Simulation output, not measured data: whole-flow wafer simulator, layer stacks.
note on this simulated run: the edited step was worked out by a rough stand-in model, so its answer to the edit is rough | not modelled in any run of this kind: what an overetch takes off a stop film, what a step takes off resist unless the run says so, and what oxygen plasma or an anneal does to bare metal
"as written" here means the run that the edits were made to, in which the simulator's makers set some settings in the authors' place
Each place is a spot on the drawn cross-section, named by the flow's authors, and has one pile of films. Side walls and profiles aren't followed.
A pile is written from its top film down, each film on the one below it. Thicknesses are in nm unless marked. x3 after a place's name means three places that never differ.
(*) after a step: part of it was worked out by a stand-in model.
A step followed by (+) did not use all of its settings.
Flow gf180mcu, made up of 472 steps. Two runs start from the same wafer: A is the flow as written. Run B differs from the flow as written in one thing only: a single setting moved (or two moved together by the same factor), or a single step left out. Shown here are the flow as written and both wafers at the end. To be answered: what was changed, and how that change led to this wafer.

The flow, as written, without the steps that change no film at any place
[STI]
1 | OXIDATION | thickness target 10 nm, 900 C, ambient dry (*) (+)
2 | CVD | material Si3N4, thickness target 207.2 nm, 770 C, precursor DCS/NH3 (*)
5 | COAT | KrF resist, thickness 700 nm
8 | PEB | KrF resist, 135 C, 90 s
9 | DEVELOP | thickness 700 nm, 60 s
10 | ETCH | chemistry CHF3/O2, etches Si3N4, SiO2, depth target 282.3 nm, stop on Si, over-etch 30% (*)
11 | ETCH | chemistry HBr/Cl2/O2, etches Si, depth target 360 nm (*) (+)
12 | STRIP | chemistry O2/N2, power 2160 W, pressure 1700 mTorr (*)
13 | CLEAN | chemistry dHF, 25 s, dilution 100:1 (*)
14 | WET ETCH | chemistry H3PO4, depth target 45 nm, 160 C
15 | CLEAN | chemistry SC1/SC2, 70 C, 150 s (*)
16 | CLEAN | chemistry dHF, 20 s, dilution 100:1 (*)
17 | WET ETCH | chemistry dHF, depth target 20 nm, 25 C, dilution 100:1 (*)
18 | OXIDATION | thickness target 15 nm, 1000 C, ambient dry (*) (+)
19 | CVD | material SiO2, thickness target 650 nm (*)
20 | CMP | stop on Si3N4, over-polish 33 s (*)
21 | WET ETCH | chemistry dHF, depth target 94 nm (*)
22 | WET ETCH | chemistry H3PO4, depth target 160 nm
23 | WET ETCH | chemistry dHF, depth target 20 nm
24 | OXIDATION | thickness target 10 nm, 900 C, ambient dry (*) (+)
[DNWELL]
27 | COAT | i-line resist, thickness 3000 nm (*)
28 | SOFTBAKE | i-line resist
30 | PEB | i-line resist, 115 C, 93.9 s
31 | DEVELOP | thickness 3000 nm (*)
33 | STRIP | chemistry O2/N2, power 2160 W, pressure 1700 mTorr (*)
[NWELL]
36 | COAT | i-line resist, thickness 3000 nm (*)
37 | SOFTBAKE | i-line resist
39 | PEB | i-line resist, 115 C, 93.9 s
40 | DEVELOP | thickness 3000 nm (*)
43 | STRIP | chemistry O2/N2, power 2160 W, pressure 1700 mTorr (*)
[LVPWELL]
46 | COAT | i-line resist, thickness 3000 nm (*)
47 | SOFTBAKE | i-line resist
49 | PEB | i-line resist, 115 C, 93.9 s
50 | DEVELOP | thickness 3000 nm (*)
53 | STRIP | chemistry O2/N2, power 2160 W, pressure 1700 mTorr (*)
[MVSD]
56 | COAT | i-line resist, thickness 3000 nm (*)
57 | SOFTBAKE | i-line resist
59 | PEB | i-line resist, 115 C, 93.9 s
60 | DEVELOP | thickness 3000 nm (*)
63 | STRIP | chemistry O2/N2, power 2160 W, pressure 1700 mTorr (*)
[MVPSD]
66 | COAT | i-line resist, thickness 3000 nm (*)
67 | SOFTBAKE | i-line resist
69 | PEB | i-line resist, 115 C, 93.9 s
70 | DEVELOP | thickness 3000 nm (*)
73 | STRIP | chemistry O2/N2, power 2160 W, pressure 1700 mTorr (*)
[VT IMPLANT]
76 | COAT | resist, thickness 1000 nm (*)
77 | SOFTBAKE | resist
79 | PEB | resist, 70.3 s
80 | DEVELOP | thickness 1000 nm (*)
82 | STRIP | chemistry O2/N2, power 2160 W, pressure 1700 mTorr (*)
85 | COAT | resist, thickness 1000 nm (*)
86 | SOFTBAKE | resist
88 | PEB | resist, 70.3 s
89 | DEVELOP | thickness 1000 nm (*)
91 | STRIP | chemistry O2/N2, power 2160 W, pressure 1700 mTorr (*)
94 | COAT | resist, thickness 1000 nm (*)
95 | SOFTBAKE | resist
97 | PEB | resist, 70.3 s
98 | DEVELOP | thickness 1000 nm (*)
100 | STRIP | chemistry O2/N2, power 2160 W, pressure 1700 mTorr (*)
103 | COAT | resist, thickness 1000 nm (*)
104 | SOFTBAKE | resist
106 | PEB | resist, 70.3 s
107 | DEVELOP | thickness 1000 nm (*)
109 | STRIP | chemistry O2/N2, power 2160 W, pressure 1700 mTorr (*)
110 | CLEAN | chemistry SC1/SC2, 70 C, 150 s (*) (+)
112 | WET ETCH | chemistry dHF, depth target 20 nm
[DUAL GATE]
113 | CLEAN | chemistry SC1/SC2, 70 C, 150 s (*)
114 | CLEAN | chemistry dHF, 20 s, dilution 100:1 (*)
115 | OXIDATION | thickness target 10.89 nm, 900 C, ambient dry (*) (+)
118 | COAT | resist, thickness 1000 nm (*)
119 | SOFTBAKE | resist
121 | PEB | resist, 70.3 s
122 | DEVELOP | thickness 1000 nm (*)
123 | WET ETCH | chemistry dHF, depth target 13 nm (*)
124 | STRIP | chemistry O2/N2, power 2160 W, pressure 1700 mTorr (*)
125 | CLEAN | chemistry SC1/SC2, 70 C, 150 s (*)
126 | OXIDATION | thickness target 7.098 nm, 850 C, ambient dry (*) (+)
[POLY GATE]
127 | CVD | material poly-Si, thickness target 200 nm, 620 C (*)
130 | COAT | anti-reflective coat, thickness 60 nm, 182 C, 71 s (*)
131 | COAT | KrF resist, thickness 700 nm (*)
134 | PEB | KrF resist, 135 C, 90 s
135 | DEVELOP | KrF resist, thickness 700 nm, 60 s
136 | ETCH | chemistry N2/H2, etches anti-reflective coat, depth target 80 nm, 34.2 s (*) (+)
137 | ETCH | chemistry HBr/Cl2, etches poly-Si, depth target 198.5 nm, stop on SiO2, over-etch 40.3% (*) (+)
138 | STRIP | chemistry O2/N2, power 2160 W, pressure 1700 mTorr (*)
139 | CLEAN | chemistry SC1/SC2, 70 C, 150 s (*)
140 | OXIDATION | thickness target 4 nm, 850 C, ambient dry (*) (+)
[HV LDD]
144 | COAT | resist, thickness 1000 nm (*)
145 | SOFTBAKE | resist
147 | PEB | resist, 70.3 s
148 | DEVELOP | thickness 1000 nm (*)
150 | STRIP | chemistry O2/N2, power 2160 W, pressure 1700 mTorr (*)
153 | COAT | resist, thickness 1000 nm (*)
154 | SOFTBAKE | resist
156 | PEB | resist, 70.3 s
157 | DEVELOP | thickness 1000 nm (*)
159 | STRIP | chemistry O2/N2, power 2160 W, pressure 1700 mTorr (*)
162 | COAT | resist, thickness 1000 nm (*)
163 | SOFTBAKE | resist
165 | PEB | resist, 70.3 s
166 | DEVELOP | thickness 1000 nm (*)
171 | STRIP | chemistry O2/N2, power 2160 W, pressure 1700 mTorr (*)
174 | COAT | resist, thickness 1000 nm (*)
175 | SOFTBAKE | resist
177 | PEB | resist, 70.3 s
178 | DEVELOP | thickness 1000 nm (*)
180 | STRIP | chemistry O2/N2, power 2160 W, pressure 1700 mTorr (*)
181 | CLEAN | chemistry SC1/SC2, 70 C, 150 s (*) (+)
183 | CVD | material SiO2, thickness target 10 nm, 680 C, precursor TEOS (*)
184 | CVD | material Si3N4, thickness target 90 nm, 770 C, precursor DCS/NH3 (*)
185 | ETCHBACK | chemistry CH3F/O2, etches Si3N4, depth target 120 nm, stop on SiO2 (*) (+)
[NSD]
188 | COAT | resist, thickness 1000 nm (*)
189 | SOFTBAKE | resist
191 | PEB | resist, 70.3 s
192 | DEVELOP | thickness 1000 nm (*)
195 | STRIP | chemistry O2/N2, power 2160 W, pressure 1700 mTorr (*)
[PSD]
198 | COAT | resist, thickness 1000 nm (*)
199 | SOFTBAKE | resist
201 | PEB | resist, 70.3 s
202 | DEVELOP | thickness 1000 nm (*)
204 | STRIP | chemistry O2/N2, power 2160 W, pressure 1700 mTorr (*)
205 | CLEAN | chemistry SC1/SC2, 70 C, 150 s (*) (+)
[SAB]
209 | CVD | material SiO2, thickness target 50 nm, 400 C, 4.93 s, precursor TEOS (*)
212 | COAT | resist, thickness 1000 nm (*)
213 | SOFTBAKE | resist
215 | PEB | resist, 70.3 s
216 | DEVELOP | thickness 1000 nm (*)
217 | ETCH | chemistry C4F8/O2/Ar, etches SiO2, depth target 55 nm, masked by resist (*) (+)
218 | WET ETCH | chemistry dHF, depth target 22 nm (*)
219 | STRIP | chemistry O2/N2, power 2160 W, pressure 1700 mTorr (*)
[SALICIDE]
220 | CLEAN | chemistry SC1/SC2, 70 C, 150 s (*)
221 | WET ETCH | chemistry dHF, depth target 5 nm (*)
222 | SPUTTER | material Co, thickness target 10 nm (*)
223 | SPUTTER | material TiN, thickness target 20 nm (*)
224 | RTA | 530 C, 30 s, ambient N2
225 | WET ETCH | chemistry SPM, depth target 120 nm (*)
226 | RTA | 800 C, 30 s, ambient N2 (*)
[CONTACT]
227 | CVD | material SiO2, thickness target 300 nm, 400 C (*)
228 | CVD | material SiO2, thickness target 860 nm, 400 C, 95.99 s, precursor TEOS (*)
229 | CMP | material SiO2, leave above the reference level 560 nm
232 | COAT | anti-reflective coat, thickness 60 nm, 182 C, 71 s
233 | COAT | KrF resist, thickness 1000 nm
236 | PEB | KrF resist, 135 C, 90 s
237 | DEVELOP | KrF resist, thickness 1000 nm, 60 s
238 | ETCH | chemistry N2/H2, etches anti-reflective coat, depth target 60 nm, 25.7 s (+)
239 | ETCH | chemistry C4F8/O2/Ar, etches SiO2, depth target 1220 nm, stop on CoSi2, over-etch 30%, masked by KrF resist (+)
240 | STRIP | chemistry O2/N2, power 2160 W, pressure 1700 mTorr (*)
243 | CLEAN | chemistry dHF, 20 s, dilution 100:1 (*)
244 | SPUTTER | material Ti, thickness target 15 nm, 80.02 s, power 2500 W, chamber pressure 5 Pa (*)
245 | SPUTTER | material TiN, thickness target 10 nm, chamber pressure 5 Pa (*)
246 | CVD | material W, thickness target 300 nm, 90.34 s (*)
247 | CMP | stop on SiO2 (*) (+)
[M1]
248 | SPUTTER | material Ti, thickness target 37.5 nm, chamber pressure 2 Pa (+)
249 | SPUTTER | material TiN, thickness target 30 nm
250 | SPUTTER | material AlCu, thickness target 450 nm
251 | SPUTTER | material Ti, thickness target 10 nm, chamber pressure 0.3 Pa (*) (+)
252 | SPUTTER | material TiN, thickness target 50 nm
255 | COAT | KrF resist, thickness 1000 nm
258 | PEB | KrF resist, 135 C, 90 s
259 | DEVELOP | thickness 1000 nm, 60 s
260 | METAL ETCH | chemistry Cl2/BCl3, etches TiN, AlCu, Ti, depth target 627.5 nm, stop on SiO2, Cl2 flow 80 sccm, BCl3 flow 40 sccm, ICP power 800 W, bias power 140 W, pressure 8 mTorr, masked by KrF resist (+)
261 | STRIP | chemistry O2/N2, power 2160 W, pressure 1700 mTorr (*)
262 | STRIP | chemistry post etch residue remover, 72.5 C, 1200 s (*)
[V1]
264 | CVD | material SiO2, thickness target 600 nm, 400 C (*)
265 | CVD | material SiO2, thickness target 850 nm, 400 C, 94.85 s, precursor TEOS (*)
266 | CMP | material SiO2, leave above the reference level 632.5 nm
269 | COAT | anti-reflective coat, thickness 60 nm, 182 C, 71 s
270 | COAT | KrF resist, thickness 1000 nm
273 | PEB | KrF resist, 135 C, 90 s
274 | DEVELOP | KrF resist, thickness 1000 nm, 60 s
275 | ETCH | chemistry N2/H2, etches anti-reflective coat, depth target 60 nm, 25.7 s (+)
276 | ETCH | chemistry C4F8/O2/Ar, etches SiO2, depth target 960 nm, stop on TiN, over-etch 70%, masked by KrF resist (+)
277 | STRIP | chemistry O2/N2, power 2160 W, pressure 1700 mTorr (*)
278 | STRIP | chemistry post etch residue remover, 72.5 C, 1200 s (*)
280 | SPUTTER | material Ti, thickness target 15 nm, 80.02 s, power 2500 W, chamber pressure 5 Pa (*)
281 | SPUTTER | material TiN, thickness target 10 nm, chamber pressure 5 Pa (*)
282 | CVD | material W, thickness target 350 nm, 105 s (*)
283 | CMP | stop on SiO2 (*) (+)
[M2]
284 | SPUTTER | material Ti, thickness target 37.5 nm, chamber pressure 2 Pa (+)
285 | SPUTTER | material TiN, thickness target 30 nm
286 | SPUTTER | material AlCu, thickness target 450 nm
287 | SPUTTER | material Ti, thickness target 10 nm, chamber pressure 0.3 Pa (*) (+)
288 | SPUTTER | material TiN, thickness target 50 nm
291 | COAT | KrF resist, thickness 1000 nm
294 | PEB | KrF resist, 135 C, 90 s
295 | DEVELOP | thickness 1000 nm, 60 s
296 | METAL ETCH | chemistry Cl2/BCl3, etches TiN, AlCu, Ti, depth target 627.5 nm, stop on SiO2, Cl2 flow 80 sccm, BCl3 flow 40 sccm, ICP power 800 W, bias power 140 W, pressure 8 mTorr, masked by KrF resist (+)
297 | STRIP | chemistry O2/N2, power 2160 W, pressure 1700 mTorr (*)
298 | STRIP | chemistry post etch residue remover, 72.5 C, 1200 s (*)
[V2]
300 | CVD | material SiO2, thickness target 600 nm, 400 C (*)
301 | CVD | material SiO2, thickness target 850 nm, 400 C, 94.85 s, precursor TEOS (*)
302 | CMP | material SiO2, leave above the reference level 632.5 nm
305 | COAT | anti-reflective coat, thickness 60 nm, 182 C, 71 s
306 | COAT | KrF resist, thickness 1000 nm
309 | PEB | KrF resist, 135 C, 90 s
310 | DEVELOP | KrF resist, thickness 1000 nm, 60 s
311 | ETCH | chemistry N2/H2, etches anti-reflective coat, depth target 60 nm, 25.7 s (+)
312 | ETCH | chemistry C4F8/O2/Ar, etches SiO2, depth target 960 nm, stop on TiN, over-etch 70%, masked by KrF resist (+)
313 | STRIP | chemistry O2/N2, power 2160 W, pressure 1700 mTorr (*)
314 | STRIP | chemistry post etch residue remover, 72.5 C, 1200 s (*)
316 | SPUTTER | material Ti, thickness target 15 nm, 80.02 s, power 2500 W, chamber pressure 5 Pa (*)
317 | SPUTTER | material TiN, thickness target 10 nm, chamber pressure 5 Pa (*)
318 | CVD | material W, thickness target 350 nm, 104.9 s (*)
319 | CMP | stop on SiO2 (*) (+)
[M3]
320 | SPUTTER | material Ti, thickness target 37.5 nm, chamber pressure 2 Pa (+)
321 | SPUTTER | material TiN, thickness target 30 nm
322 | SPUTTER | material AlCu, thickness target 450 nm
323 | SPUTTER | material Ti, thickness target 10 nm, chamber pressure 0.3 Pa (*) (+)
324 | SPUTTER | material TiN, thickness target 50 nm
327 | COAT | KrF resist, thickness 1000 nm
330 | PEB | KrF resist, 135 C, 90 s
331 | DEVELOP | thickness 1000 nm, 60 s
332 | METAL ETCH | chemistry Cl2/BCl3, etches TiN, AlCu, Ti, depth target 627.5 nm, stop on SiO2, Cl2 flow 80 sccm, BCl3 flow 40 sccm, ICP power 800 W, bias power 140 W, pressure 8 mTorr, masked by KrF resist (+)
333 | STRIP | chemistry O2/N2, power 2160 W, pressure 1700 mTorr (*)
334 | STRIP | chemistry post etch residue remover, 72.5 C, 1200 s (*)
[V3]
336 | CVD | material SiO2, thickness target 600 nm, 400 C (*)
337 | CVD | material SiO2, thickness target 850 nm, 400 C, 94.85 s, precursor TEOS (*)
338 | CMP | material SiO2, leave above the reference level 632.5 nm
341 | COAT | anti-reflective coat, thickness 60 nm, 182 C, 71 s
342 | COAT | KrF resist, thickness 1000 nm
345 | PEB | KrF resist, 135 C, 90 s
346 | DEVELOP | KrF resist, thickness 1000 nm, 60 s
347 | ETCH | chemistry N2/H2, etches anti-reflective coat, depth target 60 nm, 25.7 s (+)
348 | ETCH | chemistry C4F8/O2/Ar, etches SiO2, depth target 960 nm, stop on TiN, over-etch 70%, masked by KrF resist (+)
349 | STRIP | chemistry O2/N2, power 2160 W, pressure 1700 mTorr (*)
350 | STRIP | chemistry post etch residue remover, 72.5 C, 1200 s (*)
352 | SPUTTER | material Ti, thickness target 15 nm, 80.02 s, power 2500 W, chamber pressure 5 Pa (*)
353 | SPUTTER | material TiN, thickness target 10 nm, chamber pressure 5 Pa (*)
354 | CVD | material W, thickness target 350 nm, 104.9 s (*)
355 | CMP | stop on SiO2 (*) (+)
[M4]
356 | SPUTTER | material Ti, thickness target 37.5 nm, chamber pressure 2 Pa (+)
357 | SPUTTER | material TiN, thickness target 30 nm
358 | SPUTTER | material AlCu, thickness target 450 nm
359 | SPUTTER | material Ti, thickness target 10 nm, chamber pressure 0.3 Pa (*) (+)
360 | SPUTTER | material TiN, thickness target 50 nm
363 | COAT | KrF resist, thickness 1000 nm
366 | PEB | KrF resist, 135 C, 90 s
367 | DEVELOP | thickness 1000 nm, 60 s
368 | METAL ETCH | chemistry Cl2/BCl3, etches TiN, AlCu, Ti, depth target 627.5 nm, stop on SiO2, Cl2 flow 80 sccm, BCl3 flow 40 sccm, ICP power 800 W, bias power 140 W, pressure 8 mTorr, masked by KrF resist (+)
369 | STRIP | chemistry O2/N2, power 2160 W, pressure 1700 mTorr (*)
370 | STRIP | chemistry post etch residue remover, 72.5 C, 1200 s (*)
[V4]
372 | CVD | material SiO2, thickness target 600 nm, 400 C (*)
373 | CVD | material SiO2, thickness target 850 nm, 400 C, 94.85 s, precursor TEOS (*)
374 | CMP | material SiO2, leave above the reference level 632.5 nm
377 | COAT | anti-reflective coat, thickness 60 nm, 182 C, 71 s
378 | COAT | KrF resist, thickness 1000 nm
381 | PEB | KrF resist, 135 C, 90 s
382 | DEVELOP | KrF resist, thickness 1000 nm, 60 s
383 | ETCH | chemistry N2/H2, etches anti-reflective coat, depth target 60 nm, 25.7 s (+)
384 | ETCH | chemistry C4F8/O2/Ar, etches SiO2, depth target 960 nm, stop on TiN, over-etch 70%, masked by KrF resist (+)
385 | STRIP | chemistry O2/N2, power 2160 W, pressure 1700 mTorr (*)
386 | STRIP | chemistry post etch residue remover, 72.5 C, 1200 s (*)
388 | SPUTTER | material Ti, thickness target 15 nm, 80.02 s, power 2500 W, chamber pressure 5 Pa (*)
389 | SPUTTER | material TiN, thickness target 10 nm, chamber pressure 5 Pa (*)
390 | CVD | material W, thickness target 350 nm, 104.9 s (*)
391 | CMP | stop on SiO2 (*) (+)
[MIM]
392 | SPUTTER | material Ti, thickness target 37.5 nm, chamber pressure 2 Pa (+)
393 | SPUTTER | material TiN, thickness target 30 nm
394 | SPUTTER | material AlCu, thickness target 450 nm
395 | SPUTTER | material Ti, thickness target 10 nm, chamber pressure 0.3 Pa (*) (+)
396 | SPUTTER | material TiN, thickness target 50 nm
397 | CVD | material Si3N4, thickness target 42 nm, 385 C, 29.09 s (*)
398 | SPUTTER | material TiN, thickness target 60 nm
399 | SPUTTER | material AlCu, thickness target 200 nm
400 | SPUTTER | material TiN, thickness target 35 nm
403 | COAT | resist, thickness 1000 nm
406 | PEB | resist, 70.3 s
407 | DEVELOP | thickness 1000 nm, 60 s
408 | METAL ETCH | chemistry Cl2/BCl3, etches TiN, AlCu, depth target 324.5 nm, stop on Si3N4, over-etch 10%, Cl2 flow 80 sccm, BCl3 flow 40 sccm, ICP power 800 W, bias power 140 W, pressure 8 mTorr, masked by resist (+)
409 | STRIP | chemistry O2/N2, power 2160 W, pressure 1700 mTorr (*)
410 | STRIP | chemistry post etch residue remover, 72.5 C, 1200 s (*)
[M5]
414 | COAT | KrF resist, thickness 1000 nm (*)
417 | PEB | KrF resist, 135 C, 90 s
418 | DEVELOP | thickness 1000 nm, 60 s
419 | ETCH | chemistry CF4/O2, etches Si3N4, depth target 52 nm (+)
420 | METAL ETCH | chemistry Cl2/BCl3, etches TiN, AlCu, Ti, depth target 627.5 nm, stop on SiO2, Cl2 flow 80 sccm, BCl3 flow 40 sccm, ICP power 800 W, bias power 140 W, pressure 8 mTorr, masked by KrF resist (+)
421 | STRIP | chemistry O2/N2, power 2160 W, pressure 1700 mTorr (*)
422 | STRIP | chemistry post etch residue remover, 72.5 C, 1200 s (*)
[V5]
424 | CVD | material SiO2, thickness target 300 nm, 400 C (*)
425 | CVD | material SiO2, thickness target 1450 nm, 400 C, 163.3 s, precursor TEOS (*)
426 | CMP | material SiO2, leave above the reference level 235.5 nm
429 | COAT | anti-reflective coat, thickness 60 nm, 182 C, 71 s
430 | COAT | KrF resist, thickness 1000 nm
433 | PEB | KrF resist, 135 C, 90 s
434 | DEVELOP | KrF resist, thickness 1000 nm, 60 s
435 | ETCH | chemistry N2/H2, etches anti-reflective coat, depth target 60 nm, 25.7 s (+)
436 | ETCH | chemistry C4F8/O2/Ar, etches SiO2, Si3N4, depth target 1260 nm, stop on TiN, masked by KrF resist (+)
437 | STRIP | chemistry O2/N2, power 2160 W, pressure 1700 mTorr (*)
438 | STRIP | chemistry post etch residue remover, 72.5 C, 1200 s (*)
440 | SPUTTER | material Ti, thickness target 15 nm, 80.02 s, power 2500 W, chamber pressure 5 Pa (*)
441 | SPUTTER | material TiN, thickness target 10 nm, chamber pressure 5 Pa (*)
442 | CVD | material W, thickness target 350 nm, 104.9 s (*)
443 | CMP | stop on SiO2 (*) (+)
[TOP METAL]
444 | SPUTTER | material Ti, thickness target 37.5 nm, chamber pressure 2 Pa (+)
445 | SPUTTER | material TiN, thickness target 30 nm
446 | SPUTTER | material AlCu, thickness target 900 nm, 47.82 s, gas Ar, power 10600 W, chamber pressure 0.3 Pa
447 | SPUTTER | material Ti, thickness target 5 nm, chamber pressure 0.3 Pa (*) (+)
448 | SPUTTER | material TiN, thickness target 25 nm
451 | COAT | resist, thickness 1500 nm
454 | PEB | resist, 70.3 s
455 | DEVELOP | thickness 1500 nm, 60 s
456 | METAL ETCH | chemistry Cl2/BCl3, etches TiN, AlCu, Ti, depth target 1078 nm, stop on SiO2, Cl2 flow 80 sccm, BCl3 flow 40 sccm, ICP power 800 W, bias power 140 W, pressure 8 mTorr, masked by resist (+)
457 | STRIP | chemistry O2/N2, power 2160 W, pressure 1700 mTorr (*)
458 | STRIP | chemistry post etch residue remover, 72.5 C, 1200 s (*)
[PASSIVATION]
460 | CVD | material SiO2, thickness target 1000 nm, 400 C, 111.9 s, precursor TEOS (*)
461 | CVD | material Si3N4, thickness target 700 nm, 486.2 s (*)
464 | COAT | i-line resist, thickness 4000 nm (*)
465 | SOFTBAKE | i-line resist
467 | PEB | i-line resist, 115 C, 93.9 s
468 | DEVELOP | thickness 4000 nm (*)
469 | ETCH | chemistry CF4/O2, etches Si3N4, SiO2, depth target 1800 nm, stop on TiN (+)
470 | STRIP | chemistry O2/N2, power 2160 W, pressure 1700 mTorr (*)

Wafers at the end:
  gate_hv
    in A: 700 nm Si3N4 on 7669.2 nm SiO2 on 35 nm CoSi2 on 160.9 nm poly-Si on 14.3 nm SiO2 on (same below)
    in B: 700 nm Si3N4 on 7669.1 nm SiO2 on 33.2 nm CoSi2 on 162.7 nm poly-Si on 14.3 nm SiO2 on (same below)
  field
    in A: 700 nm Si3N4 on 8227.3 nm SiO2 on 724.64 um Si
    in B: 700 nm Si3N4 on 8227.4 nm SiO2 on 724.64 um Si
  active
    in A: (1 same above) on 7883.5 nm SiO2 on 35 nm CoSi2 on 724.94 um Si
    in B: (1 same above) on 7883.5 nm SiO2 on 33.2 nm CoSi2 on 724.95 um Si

The reason: step 222, SPUTTER: thickness target 9.5 nm was run, while the flow as written has thickness target 10 nm.

Step by step, how the change led to this:
  222 | SPUTTER | material Co, thickness target 10 nm (*)
      pplus_u: A +10 Co (new film) | B +9.37 Co (new film)
  224 | RTA | 530 C, 30 s, ambient N2
      gate, gate_hv, gate_p and 22 more: A under 1 film: +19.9 CoSi (new film), -10 Co (all of it), -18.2 poly-Si | B under 1 film: +18.9 CoSi (new film), -9.5 Co (all of it), -17.3 poly-Si
      active, p_well, sd_n and 11 more: A under 1 film: +19.9 CoSi (new film), -10 Co (all of it), -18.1 Si | B under 1 film: +18.9 CoSi (new film), -9.5 Co (all of it), -17.2 Si
      (and at 10 other places as well)
  225 | WET ETCH | chemistry SPM, depth target 120 nm (*)
      pplus_u: A -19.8 TiN (all of it), -10 Co (all of it) | B -19.8 TiN (all of it), -9.37 Co (all of it)
  226 | RTA | 800 C, 30 s, ambient N2 (*)
      gate, gate_hv, gate_p and 22 more: A +35 CoSi2 (new film), -19.9 CoSi (all of it), -18.2 poly-Si | B +33.2 CoSi2 (new film), -18.9 CoSi (all of it), -17.3 poly-Si
      active, p_well, sd_n and 11 more: A +35 CoSi2 (new film), -19.9 CoSi (all of it), -18.1 Si | B +33.2 CoSi2 (new film), -18.9 CoSi (all of it), -17.2 Si
      (and at 10 other places as well)
